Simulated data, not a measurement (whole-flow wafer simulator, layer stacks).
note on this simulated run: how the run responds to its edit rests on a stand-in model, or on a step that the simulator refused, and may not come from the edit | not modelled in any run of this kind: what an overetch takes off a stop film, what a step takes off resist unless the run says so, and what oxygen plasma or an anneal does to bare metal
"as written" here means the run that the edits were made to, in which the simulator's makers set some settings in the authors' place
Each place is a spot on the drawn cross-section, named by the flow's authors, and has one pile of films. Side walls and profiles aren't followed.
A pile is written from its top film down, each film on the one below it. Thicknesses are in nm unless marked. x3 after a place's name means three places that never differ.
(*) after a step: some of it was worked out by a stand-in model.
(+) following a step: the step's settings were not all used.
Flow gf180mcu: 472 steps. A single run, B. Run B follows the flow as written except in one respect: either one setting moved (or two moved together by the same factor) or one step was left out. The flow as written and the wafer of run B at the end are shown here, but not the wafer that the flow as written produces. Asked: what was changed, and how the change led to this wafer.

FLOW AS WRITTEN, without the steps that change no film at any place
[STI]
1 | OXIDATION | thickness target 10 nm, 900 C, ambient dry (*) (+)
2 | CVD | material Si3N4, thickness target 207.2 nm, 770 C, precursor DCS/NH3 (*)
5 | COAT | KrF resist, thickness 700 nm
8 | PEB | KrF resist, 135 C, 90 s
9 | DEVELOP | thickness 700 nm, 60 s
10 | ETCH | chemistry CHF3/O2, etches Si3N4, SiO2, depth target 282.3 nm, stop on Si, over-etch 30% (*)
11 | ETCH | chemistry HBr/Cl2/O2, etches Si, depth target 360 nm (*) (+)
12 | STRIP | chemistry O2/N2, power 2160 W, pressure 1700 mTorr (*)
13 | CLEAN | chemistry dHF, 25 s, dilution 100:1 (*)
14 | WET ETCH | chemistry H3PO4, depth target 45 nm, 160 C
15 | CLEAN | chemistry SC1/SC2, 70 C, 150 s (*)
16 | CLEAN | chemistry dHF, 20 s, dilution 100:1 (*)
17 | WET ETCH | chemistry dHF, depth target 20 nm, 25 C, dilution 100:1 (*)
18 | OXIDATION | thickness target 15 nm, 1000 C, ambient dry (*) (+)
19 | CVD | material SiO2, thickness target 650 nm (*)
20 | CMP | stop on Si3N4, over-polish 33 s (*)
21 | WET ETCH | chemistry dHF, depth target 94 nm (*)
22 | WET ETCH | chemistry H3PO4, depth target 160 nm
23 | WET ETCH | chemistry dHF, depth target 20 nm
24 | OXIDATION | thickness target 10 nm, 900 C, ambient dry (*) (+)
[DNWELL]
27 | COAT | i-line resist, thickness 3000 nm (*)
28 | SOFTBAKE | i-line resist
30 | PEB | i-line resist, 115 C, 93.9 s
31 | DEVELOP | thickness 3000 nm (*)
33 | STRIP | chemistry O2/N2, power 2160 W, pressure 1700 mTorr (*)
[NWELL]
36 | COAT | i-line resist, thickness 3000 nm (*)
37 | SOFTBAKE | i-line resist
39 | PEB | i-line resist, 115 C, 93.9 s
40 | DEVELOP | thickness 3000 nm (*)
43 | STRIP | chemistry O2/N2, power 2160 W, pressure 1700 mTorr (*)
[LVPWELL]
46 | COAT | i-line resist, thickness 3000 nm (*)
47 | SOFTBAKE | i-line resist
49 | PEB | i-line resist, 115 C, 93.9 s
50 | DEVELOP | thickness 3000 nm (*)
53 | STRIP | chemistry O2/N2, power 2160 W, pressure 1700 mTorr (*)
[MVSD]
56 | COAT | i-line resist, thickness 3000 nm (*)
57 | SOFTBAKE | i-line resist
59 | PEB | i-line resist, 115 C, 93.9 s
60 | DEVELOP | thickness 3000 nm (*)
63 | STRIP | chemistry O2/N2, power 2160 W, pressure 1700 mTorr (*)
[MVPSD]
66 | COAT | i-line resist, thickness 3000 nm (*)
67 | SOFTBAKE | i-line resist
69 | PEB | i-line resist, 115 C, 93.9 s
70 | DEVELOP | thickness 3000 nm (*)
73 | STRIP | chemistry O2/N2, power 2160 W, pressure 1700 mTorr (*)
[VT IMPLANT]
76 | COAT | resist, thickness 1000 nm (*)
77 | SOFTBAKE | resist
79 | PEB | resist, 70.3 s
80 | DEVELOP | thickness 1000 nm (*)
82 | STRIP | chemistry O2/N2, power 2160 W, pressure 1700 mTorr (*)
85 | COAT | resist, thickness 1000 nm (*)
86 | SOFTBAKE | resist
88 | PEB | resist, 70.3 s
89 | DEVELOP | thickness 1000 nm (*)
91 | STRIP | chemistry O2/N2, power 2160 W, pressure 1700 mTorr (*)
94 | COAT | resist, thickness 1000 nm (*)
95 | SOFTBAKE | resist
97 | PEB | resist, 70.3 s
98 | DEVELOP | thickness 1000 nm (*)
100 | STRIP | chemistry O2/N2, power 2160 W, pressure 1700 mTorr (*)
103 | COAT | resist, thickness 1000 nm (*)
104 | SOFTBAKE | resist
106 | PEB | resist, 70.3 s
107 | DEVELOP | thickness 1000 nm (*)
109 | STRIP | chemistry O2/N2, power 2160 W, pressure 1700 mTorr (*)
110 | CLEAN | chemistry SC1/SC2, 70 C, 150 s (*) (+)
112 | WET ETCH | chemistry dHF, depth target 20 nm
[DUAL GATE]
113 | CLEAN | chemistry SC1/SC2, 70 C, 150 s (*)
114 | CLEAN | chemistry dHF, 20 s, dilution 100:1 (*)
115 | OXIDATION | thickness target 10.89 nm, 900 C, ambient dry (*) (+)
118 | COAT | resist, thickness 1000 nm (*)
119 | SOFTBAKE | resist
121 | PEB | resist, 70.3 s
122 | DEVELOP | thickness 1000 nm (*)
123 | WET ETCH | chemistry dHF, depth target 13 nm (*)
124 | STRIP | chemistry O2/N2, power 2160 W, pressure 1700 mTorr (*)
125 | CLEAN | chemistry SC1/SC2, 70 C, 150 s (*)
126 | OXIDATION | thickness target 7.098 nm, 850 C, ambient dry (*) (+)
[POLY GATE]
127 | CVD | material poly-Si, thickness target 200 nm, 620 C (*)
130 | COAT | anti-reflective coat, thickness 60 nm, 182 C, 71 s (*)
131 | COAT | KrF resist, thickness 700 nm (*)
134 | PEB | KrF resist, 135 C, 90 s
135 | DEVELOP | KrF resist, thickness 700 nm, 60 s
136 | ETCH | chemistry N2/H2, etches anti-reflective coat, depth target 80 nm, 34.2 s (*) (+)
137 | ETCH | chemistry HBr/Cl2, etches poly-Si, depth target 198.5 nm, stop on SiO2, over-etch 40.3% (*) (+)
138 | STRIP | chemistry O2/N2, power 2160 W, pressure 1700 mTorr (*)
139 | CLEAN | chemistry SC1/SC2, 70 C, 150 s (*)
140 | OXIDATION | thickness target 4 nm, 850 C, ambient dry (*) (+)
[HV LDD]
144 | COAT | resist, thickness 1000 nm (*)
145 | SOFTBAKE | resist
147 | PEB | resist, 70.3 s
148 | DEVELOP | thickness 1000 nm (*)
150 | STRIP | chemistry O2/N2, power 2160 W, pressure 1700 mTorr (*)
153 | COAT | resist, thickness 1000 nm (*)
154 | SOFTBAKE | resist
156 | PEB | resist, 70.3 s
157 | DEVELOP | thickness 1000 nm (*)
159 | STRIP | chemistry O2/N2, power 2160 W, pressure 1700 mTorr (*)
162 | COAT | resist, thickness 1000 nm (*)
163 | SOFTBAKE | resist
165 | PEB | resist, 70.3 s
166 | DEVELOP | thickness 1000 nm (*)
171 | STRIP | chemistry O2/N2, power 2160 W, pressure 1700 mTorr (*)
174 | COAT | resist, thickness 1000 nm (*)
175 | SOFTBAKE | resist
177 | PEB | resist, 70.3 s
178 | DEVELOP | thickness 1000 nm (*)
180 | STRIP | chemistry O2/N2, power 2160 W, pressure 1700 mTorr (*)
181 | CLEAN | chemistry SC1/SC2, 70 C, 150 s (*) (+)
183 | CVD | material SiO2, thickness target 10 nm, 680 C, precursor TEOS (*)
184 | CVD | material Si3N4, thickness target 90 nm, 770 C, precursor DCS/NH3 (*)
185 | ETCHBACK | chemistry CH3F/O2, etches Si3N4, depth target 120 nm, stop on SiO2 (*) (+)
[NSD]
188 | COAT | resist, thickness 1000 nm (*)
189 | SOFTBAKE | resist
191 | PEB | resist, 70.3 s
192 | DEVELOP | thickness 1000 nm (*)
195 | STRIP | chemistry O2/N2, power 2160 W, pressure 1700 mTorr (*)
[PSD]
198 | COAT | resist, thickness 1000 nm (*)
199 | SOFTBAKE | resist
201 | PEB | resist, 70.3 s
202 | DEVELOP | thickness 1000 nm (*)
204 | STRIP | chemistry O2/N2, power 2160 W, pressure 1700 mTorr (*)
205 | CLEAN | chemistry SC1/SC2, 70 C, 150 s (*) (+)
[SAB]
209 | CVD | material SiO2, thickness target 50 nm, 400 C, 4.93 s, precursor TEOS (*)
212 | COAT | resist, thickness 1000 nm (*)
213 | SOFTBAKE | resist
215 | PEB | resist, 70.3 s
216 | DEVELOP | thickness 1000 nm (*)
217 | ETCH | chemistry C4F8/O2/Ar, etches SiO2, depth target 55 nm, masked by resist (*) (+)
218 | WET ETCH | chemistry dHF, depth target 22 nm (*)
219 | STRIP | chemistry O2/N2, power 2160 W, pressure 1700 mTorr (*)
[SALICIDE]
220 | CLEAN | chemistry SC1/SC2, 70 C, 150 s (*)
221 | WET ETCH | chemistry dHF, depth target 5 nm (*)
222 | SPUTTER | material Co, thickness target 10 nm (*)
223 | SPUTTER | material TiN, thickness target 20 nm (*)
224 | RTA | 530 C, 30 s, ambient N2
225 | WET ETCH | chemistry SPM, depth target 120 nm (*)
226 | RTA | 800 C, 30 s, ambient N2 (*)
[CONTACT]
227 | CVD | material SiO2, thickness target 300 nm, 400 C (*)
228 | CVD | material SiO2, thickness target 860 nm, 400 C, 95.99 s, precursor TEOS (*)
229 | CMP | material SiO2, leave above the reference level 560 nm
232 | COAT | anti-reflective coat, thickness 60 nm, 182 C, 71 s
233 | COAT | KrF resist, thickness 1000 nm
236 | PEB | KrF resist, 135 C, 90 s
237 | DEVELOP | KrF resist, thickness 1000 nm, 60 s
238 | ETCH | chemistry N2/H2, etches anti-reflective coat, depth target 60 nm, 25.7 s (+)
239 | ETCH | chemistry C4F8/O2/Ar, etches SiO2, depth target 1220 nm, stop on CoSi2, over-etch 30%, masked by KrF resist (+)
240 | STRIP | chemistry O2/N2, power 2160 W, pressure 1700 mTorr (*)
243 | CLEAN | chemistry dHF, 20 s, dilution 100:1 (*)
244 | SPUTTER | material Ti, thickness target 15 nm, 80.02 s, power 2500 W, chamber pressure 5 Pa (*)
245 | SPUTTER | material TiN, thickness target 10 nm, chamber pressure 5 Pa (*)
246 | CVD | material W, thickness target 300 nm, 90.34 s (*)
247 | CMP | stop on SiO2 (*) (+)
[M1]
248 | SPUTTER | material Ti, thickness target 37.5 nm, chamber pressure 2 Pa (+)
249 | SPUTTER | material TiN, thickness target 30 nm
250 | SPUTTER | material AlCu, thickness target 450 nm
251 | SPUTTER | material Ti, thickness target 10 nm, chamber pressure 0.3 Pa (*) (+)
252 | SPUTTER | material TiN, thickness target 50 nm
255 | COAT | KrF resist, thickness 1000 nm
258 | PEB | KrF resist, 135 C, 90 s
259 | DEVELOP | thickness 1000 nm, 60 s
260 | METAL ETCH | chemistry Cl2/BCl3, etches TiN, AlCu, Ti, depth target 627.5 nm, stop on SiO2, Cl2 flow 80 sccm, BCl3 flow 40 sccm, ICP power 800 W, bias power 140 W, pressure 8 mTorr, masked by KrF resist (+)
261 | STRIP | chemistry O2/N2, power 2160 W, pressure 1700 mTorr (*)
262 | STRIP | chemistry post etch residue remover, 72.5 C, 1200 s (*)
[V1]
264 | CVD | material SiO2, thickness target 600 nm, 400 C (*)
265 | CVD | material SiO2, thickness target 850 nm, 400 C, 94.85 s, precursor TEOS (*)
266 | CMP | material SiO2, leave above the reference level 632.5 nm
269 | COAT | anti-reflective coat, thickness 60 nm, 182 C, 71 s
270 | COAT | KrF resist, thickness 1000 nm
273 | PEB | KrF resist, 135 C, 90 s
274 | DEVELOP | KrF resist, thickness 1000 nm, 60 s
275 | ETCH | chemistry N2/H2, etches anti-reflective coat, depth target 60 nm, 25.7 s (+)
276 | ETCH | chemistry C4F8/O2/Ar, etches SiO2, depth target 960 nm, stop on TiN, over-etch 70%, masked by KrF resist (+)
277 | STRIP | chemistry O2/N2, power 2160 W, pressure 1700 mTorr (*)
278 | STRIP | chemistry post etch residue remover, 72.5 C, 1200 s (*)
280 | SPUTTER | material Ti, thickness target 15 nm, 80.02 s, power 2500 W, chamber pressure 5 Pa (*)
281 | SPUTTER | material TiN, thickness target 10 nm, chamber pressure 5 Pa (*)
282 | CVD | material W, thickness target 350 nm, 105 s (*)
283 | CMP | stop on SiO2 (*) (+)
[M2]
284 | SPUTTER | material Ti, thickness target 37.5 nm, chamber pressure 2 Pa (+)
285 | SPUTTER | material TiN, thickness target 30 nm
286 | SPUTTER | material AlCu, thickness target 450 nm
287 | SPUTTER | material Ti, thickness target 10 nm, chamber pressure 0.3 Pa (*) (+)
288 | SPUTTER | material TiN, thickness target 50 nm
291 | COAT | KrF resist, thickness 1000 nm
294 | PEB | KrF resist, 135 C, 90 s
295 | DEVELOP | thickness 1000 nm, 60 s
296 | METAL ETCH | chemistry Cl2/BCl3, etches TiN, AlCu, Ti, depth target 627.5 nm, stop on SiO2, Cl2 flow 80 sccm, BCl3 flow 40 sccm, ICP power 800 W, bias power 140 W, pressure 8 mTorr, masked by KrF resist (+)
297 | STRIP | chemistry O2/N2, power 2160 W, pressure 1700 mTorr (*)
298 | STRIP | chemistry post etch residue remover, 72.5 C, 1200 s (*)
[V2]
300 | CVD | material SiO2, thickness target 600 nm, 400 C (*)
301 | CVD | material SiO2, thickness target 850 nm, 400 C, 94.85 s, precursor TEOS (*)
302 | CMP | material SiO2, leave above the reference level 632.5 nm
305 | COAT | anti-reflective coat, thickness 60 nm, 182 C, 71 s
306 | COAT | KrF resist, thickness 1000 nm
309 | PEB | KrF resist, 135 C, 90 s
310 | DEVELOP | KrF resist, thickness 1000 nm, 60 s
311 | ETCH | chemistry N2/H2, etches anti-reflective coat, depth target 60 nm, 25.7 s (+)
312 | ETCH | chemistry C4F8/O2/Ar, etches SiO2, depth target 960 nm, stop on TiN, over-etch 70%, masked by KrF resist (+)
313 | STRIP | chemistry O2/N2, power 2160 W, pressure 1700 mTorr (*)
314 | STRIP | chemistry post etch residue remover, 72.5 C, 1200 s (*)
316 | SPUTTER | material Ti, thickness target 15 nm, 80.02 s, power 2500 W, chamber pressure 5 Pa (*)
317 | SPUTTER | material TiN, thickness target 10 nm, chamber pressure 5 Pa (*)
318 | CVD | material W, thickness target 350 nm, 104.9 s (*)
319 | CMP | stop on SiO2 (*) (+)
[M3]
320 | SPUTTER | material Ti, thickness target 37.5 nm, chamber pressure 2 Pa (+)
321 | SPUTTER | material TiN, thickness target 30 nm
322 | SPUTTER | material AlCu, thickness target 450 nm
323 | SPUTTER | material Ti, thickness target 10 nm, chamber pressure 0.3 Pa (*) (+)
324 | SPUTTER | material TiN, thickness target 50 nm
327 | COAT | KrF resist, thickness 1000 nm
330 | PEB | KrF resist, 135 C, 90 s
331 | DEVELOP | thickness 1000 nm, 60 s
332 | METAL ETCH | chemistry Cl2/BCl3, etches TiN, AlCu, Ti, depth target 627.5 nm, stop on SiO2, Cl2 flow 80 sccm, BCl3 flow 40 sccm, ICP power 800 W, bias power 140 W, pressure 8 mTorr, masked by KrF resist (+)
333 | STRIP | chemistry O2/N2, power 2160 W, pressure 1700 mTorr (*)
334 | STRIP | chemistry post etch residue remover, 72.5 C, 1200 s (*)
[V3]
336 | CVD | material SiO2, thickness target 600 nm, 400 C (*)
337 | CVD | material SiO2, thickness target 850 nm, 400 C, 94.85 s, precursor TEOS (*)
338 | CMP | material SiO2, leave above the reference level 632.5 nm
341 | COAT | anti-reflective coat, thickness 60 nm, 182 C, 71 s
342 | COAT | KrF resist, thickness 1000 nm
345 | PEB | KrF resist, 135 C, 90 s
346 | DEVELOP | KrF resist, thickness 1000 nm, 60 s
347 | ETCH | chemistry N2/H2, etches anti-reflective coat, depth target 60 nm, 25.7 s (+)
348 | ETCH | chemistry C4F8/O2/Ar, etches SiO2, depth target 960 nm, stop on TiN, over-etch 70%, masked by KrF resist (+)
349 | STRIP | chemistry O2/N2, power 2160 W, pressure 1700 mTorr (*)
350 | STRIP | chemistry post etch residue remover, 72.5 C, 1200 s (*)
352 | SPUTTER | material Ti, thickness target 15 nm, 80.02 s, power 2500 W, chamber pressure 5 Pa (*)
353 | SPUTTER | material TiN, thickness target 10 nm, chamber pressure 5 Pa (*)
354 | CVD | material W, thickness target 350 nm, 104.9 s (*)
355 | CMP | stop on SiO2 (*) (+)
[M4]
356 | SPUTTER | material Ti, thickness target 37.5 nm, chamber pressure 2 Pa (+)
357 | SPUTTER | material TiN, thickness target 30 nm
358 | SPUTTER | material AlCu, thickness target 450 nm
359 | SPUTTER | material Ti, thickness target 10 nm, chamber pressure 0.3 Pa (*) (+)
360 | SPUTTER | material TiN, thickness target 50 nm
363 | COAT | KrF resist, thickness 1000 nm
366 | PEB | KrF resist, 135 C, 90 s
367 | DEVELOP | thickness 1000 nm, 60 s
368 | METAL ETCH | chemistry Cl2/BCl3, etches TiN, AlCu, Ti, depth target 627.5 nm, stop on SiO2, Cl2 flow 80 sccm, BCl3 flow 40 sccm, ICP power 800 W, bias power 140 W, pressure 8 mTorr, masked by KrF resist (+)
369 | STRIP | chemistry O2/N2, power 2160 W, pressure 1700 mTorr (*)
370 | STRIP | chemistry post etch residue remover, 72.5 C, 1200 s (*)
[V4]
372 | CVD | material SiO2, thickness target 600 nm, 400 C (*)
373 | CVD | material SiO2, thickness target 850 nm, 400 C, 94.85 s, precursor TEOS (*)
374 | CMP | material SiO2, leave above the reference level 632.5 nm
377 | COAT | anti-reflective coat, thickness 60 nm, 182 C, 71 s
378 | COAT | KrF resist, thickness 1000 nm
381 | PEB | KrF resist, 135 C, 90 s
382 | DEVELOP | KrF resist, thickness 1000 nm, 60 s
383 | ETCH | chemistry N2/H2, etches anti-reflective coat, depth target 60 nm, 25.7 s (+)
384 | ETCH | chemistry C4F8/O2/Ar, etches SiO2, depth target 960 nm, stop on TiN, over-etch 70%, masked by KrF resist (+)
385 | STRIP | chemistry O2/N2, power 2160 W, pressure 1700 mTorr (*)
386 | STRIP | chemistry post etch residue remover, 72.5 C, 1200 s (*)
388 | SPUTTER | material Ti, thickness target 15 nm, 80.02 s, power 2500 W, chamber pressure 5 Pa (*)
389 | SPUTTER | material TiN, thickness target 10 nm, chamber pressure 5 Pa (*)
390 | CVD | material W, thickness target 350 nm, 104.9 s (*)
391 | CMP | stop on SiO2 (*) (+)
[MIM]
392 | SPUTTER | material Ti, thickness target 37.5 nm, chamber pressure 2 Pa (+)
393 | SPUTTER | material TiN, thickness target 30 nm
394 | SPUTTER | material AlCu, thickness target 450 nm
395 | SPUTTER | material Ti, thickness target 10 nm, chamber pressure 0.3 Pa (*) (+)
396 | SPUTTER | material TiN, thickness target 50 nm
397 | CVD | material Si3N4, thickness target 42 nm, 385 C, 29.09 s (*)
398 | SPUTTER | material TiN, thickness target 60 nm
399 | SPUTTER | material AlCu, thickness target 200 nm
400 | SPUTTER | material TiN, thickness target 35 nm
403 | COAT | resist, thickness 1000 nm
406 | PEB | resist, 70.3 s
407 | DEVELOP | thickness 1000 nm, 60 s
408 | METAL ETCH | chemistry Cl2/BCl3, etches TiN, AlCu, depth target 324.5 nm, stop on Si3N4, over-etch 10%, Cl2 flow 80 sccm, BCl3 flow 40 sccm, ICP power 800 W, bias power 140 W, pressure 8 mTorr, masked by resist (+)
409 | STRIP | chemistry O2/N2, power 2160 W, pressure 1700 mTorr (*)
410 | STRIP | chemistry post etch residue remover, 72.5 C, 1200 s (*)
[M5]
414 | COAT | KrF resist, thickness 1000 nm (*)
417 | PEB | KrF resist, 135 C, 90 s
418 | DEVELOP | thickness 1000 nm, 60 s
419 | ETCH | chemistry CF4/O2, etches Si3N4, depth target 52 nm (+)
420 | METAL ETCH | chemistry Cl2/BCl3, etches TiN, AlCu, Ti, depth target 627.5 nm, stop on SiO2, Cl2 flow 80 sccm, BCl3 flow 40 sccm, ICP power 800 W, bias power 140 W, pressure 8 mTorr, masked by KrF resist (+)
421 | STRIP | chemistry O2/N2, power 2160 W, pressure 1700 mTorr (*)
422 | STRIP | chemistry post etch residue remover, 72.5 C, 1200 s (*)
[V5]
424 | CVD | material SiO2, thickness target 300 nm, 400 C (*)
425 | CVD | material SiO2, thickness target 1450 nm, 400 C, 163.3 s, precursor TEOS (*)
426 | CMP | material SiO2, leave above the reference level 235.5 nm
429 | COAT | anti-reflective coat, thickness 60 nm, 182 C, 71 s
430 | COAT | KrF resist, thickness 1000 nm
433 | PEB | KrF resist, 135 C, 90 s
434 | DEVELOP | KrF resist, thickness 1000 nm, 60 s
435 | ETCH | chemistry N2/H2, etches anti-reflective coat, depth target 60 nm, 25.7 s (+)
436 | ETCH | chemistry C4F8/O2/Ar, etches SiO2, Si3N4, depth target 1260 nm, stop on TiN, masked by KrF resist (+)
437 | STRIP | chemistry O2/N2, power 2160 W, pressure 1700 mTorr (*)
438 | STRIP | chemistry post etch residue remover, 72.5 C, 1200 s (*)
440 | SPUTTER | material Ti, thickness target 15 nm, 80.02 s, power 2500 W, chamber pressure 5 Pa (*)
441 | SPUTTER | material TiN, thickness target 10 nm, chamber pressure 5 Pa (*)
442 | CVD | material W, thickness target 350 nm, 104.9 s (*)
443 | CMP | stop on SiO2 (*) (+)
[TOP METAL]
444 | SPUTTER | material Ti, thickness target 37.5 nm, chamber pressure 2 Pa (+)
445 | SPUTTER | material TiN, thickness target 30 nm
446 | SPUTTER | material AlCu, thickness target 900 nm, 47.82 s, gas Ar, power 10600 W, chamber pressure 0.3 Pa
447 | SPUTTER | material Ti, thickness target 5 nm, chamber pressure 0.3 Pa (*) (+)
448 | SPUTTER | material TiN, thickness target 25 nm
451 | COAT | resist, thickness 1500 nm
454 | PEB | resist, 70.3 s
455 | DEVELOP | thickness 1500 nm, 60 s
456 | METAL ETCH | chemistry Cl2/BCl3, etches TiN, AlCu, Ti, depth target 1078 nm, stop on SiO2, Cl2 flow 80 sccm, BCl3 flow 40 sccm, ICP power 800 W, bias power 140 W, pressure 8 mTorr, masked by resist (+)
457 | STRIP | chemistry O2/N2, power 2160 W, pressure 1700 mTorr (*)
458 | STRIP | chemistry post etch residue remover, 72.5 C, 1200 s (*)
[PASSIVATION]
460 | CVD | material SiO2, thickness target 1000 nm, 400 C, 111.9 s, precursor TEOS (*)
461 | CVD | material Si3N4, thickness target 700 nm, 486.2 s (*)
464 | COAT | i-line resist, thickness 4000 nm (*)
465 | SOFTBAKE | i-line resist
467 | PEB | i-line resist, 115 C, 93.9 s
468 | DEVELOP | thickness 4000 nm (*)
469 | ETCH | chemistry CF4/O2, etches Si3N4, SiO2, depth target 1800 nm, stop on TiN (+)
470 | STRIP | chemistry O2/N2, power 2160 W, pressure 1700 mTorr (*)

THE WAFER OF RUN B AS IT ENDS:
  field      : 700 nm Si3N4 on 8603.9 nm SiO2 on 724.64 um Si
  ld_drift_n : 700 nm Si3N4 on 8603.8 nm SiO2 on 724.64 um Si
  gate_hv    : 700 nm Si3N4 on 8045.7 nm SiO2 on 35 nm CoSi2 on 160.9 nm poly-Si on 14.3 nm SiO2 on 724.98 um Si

Cause: step 266, CMP: leave above the reference level 1012 nm was run, whereas the flow has leave above the reference level 632.5 nm.

How this came from the change, step by step:
  266 | CMP | material SiO2, leave above the reference level 632.5 nm
      field, field__w1, field__w2 and 99 more: nothing (as written it would have been: SiO2 loses 300)
      field__w8, contact, m1 and 6 more: SiO2 loses 497.6 (as written it would have been: SiO2 loses 877.1)
  269 | COAT | anti-reflective coat, thickness 60 nm, 182 C, 71 s
      field: anti-reflective coat gains 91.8 (new film) (as written it would have been: anti-reflective coat gains 60 (new film))
      field__w8: anti-reflective coat gains 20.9 (new film) (as written it would have been: anti-reflective coat gains 60 (new film))
      (and at 18 other places as well)
  270 | COAT | KrF resist, thickness 1000 nm
      contact: KrF resist gains 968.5 (new film) (as written it would have been: KrF resist gains 1000 (new film))
      m1: KrF resist gains 963.2 (new film) (as written it would have been: KrF resist gains 1000 (new film))
      (and at 2 other places as well)
  274 | DEVELOP | KrF resist, thickness 1000 nm, 60 s
      contact: KrF resist loses 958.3 (all of it) (as written it would have been: KrF resist loses 989.5 (all of it))
  275 | ETCH | chemistry N2/H2, etches anti-reflective coat, depth target 60 nm, 25.7 s (+)
      contact: anti-reflective coat loses 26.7 (all of it), SiO2 loses 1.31 (as written it would have been: anti-reflective coat loses 60 (all of it), SiO2 loses 0.46)
  276 | ETCH | chemistry C4F8/O2/Ar, etches SiO2, depth target 960 nm, stop on TiN, over-etch 70%, masked by KrF resist (+)
      contact: SiO2 loses 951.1 (all of it) (as written it would have been: SiO2 loses 572.5 (all of it))
  277 | STRIP | chemistry O2/N2, power 2160 W, pressure 1700 mTorr (*)
      field: KrF resist loses 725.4 (all of it), anti-reflective coat loses 91.8 (all of it) (as written it would have been: KrF resist loses 739.2 (all of it), anti-reflective coat loses 60 (all of it))
      field__w8: KrF resist loses 729.2 (all of it), anti-reflective coat loses 20.9 (all of it) (as written it would have been: KrF resist loses 739.2 (all of it), anti-reflective coat loses 60 (all of it))
      (and at 17 other places as well)
  280 | SPUTTER | material Ti, thickness target 15 nm, 80.02 s, power 2500 W, chamber pressure 5 Pa (*)
      contact: Ti gains 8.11 (new film) (as written it would have been: Ti gains 9.65 (new film))
  281 | SPUTTER | material TiN, thickness target 10 nm, chamber pressure 5 Pa (*)
      contact: TiN gains 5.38 (new film) (as written it would have been: TiN gains 6.4 (new film))
  282 | CVD | material W, thickness target 350 nm, 105 s (*)
      contact: W gains 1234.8 (new film) (as written it would have been: W gains 932.3 (new film))
  283 | CMP | stop on SiO2 (*) (+)
      m1, m1__w1, polyc_n, polyc_n_rim, polyc_p, polyc_p_rim, m1_nw: W loses 350 (all of it), TiN loses 10 (all of it), Ti loses 15 (all of it), SiO2 loses 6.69 (as written it would have been: W loses 350 (all of it), TiN loses 10 (all of it), Ti loses 15 (all of it), SiO2 loses 3.78)
      field__w8: W loses 350 (all of it), TiN loses 10 (all of it), Ti loses 15 (all of it), SiO2 loses 6.7 (as written it would have been: W loses 350 (all of it), TiN loses 10 (all of it), Ti loses 15 (all of it), SiO2 loses 3.78)
  291 | COAT | KrF resist, thickness 1000 nm
      field__w8: KrF resist gains 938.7 (new film) (as written it would have been: KrF resist gains 1000 (new film))
      m1: KrF resist gains 937 (new film) (as written it would have been: KrF resist gains 1000 (new film))
      (and at 6 other places as well)
  294 | PEB | KrF resist, 135 C, 90 s
      field__w8, polyc_n_rim: KrF resist loses 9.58 (as written it would have been: KrF resist loses 10.5)
      m1__w1, polyc_n: KrF resist loses 9.6 (as written it would have been: KrF resist loses 10.5)
      (and at 4 other places as well)
  295 | DEVELOP | thickness 1000 nm, 60 s
      polyc_n: KrF resist loses 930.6 (all of it) (as written it would have been: KrF resist loses 989.5 (all of it))
      polyc_n_rim: KrF resist loses 929.2 (all of it) (as written it would have been: KrF resist loses 989.5 (all of it))
      (and at 2 other places as well)
  297 | STRIP | chemistry O2/N2, power 2160 W, pressure 1700 mTorr (*)
      field__w8: KrF resist loses 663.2 (all of it) (as written it would have been: KrF resist loses 723.5 (all of it))
      m1: KrF resist loses 661.5 (all of it) (as written it would have been: KrF resist loses 723.5 (all of it))
      (and at 2 other places as well)
  302 | CMP | material SiO2, leave above the reference level 632.5 nm
      field, field__w1, field__w2 and 99 more: SiO2 loses 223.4 (as written it would have been: SiO2 loses 300)
      contact: SiO2 loses 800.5 (as written it would have been: SiO2 loses 877.1)
  ... 1 other step ...
  318 | CVD | material W, thickness target 350 nm, 104.9 s (*)
      contact: W gains 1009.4 (new film) (as written it would have been: W gains 932.3 (new film))
